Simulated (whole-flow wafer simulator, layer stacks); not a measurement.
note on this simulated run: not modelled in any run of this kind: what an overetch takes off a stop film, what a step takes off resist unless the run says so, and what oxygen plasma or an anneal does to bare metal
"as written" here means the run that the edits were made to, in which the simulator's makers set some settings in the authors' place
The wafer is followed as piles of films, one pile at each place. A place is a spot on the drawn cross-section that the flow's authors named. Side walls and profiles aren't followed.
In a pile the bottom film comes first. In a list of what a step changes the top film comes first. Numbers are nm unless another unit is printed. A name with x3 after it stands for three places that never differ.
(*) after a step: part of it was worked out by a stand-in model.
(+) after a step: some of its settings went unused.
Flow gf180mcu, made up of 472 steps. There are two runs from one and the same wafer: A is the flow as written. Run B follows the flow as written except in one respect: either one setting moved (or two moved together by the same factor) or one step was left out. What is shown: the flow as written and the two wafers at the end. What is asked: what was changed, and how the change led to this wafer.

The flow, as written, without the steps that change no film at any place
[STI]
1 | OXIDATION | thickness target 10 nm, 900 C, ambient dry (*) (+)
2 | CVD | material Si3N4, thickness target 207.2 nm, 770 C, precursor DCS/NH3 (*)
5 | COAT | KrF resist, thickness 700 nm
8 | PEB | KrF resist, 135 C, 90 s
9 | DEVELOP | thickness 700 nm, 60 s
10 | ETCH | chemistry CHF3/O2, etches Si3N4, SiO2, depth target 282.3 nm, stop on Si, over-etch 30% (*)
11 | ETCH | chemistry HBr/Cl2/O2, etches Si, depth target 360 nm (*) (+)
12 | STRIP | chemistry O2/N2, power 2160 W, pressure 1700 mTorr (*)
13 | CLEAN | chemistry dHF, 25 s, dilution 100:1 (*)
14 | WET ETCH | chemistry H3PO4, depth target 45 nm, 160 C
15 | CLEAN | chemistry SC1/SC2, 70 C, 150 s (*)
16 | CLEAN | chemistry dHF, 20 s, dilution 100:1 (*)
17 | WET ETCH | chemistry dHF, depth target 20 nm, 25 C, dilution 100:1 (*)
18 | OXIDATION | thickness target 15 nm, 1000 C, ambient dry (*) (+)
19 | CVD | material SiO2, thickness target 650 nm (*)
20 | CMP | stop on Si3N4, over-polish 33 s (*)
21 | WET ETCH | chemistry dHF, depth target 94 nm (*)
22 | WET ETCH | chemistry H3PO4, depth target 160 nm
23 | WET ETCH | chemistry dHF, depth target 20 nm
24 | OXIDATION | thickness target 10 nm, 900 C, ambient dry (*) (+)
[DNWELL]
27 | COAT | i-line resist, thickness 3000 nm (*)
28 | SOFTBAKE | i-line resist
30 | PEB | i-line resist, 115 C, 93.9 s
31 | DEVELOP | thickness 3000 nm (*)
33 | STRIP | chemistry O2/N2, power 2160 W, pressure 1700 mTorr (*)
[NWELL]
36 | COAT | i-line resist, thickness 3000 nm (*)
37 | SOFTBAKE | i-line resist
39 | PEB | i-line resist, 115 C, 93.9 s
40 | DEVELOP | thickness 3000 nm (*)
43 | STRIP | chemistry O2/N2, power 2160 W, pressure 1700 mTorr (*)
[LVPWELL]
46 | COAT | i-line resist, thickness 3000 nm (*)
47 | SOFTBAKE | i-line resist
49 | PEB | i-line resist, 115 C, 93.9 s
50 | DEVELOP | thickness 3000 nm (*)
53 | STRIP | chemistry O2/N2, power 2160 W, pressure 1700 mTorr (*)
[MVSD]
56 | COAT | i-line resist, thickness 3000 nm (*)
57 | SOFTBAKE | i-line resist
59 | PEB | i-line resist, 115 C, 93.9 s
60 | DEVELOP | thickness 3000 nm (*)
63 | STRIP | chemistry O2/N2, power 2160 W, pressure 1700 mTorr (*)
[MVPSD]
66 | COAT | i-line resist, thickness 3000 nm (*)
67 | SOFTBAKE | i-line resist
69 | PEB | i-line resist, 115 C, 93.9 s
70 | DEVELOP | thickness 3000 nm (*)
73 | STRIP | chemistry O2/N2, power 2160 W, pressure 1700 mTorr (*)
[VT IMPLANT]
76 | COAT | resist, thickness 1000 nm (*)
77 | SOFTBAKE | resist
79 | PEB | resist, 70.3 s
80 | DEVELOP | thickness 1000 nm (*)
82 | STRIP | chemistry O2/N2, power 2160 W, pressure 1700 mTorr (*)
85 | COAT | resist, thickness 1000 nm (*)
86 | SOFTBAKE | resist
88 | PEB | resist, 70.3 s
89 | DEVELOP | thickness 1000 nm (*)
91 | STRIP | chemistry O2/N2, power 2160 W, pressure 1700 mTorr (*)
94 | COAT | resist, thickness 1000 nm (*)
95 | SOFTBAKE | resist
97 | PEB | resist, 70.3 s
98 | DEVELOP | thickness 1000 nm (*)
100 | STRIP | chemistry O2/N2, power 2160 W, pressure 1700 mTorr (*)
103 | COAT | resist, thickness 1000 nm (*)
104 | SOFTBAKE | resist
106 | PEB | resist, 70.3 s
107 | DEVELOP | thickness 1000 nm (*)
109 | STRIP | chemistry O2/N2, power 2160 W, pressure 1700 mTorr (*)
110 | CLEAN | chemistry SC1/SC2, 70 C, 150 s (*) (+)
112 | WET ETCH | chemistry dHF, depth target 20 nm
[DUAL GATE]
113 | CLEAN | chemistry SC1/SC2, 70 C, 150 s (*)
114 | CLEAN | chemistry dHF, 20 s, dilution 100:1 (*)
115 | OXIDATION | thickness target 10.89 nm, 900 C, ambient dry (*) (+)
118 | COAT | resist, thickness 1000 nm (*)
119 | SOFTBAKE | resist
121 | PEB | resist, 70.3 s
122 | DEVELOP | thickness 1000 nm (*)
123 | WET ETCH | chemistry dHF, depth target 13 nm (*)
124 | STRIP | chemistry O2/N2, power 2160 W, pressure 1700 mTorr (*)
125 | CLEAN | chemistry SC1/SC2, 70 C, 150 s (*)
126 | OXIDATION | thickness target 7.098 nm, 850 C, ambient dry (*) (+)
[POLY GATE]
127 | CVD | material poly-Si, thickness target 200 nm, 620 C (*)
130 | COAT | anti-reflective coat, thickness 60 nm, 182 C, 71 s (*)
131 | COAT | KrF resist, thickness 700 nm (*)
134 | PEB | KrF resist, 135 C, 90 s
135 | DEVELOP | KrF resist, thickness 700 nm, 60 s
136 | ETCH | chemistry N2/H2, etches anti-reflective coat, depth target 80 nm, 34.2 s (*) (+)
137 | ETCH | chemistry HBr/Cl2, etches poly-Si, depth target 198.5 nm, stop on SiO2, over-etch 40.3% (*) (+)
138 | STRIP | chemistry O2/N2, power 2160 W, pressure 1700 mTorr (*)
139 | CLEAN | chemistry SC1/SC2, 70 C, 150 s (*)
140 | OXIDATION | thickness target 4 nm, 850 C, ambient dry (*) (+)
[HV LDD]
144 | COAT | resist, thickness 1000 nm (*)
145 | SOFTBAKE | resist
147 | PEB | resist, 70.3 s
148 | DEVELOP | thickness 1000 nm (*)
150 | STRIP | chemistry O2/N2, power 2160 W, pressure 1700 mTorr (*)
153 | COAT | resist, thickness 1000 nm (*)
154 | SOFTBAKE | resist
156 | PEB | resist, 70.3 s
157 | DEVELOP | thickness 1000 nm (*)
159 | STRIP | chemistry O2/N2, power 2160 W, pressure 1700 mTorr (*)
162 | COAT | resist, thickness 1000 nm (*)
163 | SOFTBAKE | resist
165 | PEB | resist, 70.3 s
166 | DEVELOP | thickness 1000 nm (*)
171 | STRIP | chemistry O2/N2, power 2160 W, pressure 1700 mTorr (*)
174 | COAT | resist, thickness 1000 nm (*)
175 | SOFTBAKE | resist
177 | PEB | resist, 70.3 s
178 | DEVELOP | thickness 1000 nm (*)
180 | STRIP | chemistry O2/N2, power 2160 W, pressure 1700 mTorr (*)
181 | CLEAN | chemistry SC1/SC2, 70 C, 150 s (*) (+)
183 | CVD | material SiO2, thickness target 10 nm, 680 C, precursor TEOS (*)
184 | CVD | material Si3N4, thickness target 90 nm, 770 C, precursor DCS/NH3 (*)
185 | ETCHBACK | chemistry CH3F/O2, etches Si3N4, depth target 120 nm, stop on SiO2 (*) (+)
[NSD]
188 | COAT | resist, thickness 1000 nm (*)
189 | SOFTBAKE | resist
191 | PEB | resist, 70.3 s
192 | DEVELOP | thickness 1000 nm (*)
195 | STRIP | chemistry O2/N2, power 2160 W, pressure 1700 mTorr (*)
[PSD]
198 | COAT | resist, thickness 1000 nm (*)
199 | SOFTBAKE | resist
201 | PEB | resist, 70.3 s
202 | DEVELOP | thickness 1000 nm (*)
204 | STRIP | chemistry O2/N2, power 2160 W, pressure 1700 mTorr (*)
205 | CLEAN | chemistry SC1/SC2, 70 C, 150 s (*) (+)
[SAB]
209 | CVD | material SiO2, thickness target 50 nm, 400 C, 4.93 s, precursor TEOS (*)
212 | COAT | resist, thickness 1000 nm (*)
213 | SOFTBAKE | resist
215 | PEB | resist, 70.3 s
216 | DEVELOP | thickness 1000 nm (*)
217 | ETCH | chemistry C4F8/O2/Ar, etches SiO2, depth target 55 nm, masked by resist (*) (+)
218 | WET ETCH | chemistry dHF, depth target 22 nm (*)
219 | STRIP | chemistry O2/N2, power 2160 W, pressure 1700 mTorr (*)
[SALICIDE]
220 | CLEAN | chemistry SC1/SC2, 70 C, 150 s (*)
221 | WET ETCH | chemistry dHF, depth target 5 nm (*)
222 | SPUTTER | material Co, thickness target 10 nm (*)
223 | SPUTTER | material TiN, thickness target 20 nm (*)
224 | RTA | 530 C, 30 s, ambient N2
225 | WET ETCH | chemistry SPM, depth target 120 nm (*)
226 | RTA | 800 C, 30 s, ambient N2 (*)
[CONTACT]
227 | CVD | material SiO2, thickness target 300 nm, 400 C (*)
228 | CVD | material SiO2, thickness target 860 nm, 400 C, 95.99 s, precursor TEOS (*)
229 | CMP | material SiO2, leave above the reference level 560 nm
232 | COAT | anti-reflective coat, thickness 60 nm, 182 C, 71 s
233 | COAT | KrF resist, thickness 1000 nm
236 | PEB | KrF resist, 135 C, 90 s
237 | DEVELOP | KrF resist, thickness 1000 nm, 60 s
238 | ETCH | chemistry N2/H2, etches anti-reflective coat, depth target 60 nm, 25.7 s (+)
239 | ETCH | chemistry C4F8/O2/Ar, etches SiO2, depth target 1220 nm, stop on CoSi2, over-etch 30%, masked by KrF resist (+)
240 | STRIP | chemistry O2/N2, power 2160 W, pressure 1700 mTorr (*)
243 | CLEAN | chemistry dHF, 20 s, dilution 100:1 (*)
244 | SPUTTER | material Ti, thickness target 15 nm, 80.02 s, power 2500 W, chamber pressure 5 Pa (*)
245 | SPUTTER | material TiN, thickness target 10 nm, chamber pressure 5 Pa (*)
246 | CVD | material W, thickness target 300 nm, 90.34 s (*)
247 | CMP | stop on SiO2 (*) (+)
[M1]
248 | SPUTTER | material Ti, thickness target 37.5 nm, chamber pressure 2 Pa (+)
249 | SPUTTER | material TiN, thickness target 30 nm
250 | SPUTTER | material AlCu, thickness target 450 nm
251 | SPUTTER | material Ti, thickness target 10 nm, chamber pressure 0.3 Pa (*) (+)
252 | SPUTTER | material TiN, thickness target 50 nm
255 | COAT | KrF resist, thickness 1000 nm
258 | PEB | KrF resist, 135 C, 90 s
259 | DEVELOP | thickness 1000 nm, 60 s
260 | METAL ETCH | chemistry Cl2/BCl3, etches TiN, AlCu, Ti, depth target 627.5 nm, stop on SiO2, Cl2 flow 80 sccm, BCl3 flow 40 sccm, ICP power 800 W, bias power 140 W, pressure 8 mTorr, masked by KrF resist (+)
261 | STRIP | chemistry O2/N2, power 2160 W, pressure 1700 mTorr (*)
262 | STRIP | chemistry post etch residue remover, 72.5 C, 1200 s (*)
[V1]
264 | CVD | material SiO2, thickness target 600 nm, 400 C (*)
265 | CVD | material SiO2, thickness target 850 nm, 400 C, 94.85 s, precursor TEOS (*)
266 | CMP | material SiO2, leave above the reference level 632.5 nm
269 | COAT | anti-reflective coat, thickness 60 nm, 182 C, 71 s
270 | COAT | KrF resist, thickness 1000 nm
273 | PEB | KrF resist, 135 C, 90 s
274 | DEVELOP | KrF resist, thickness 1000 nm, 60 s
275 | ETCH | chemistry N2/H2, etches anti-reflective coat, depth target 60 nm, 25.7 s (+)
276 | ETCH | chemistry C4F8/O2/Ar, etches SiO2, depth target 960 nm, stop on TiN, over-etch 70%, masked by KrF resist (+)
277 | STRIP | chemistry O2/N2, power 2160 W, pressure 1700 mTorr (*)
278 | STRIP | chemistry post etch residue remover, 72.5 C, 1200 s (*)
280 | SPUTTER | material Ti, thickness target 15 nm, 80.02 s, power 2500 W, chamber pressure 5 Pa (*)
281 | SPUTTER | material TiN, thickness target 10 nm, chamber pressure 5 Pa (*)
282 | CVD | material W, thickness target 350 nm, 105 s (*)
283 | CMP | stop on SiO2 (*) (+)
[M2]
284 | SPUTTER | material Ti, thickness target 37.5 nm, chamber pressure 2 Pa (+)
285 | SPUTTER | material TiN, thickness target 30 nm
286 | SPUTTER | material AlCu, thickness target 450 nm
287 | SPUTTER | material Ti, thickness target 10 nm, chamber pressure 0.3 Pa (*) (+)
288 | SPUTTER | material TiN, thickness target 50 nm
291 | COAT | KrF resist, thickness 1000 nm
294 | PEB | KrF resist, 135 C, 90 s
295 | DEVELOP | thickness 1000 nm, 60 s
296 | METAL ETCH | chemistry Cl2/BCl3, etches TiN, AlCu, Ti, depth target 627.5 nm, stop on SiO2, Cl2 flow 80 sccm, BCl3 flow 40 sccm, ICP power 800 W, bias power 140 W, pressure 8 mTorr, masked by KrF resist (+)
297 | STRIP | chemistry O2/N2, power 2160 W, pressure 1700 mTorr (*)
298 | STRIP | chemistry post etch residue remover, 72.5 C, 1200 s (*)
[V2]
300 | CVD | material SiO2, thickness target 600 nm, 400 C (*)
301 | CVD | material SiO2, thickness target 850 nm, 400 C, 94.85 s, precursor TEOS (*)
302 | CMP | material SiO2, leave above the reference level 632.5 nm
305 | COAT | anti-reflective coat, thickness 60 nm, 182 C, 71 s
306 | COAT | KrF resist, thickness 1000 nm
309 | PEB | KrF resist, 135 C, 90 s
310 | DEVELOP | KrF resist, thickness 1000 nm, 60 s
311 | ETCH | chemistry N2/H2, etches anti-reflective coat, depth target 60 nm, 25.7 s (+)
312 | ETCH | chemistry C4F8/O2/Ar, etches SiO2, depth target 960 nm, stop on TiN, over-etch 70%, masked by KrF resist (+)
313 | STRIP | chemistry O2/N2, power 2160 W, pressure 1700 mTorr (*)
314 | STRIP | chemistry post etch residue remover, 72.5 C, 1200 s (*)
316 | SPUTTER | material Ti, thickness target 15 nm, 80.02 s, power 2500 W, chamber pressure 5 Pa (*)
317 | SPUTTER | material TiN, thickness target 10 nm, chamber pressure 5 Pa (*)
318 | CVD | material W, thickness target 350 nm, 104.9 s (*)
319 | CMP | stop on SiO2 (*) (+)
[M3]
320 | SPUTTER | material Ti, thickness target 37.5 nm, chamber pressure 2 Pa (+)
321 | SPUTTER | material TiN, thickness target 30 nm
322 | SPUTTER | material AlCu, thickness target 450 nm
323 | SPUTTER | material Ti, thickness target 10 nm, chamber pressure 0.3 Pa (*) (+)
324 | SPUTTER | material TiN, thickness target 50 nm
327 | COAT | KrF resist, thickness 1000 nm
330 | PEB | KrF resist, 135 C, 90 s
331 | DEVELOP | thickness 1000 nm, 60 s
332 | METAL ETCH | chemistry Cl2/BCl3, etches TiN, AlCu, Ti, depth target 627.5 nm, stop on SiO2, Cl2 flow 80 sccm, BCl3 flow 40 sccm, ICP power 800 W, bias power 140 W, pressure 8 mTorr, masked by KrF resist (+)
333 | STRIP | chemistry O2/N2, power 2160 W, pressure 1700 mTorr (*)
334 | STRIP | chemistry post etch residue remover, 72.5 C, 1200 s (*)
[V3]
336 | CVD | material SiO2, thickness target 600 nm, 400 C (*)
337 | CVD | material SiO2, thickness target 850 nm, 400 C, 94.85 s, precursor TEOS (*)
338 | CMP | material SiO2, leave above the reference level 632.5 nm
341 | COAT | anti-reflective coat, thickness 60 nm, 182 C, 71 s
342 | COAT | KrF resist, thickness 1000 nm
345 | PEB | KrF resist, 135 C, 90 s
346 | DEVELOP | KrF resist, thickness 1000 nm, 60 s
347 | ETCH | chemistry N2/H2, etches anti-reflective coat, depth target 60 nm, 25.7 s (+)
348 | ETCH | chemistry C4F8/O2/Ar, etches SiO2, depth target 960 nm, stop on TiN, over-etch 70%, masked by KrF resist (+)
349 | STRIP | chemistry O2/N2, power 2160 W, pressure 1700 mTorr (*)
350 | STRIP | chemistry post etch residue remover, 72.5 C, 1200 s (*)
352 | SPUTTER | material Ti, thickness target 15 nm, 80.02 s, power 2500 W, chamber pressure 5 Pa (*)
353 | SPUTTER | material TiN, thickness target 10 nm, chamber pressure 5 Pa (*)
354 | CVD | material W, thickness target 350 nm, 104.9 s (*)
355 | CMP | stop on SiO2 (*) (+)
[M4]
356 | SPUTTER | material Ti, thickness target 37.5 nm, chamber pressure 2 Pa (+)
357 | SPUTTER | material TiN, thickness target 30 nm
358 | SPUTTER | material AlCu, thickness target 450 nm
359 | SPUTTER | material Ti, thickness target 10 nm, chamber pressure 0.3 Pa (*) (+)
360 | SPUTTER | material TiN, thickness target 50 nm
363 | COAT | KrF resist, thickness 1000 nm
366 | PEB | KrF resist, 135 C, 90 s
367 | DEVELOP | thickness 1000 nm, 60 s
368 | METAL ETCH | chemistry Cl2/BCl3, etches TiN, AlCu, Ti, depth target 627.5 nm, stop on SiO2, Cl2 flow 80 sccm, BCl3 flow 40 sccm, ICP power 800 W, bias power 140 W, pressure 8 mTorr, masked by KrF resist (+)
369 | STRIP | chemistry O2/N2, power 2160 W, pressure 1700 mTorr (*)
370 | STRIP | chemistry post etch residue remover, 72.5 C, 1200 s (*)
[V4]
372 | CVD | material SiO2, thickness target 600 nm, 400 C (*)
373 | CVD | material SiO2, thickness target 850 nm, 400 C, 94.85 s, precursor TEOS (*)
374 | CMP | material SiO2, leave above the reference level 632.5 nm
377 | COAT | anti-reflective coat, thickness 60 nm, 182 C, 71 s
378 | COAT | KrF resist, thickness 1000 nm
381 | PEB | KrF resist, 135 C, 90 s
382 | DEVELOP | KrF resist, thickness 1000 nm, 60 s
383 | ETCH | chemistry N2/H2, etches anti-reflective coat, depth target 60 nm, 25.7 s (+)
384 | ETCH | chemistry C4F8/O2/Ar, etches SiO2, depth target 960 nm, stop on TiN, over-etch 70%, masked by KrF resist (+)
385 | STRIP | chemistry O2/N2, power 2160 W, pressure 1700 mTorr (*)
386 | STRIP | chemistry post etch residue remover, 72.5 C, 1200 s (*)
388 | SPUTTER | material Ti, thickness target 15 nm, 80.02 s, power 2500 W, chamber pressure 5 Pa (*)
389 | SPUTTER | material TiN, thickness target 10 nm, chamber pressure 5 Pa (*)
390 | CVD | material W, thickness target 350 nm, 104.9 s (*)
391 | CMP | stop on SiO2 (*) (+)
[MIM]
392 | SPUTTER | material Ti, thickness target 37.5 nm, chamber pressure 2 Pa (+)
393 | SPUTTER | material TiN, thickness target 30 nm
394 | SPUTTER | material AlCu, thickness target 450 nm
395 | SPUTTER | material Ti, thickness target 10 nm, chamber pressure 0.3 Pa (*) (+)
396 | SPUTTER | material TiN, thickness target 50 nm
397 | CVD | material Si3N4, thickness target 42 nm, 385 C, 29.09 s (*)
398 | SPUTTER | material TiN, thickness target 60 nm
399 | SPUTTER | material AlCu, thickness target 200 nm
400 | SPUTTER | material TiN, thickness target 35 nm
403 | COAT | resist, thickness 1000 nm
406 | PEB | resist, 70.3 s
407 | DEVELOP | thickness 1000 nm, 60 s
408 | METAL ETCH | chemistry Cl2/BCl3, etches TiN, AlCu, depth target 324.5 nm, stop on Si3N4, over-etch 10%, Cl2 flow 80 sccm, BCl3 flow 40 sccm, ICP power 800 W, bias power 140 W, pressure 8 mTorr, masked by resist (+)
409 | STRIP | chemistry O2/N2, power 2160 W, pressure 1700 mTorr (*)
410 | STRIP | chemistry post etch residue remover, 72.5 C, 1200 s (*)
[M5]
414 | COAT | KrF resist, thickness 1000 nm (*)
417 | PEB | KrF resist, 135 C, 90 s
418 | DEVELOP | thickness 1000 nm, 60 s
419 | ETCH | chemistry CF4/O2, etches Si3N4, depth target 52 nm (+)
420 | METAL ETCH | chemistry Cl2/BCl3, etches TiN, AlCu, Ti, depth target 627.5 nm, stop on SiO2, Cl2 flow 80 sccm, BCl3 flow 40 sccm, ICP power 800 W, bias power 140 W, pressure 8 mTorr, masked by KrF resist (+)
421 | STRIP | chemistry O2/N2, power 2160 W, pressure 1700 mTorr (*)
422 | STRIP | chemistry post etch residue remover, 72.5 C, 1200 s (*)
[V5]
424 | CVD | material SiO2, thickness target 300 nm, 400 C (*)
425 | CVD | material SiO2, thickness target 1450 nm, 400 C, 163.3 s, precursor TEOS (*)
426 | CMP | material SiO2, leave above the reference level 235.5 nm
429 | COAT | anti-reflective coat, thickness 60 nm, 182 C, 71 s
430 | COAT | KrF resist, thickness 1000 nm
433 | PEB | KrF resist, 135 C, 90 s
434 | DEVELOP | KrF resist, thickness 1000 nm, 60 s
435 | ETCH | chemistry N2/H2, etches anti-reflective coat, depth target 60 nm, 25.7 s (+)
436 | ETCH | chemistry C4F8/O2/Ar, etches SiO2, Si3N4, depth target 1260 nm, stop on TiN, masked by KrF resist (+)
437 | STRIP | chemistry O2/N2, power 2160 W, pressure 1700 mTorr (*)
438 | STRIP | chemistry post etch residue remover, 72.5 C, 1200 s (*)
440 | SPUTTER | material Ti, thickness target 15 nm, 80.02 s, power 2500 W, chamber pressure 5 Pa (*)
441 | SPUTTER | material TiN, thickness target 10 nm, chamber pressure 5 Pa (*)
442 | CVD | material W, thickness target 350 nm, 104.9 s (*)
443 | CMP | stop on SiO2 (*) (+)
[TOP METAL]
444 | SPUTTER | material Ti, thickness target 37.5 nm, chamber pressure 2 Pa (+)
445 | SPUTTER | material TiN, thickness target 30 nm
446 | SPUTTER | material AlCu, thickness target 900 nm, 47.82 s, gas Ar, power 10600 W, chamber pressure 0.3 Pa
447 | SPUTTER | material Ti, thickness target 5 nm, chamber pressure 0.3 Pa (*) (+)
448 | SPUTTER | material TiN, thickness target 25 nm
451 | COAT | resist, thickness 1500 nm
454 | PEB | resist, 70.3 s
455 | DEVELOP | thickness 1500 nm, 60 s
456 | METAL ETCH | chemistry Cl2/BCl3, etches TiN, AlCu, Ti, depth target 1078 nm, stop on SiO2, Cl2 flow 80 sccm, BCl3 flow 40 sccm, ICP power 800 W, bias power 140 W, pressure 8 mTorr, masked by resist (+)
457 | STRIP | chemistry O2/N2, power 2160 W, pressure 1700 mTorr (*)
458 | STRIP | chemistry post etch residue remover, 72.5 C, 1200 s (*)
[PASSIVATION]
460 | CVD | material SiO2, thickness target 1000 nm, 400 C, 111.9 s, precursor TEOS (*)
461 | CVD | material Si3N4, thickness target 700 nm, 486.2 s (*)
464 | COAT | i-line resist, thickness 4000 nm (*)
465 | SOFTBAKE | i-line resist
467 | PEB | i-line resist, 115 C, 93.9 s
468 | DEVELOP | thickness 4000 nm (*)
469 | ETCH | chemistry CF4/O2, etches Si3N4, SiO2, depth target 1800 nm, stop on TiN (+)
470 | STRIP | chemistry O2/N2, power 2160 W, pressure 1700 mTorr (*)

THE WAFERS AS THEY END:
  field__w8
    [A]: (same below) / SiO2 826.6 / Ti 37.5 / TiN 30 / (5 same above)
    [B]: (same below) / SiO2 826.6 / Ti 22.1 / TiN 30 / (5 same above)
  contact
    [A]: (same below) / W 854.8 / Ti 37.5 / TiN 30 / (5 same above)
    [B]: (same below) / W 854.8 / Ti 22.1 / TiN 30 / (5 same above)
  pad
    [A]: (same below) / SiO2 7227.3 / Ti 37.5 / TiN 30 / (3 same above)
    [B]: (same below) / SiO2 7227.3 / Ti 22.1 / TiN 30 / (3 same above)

Cause: step 444, SPUTTER: thickness target 22.1 nm was run, though the flow has thickness target 37.5 nm.
One can read it off the wafer: field__w8 has Ti 22.1, and step 444 as written asks for 37.5 nm.

How this came from the change, step by step:
  444 | SPUTTER | material Ti, thickness target 37.5 nm, chamber pressure 2 Pa (+)
      field, field__w1, field__w2 and 109 more: A +37.5 Ti (new film) | B +22.1 Ti (new film)
  456 | METAL ETCH | chemistry Cl2/BCl3, etches TiN, AlCu, Ti, depth target 1078 nm, stop on SiO2, Cl2 flow 80 sccm, BCl3 flow 40 sccm, ICP power 800 W, bias power 140 W, pressure 8 mTorr, masked by resist (+)
      field, field__w1, field__w2 and 103 more: A -25 TiN (all of it), -5 Ti (all of it), -900 AlCu (all of it), -30 TiN (all of it), -37.5 Ti (all of it) | B -25 TiN (all of it), -5 Ti (all of it), -900 AlCu (all of it), -30 TiN (all of it), -22.1 Ti (all of it)
  465 | SOFTBAKE | i-line resist
      ld_acc_p, ld_fp_p, ld_drift_p: A +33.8 i-line resist | B +33 i-line resist
      field__w2, field_sub__w4: A +33.4 i-line resist | B +32.6 i-line resist
      (also at 58 further places)
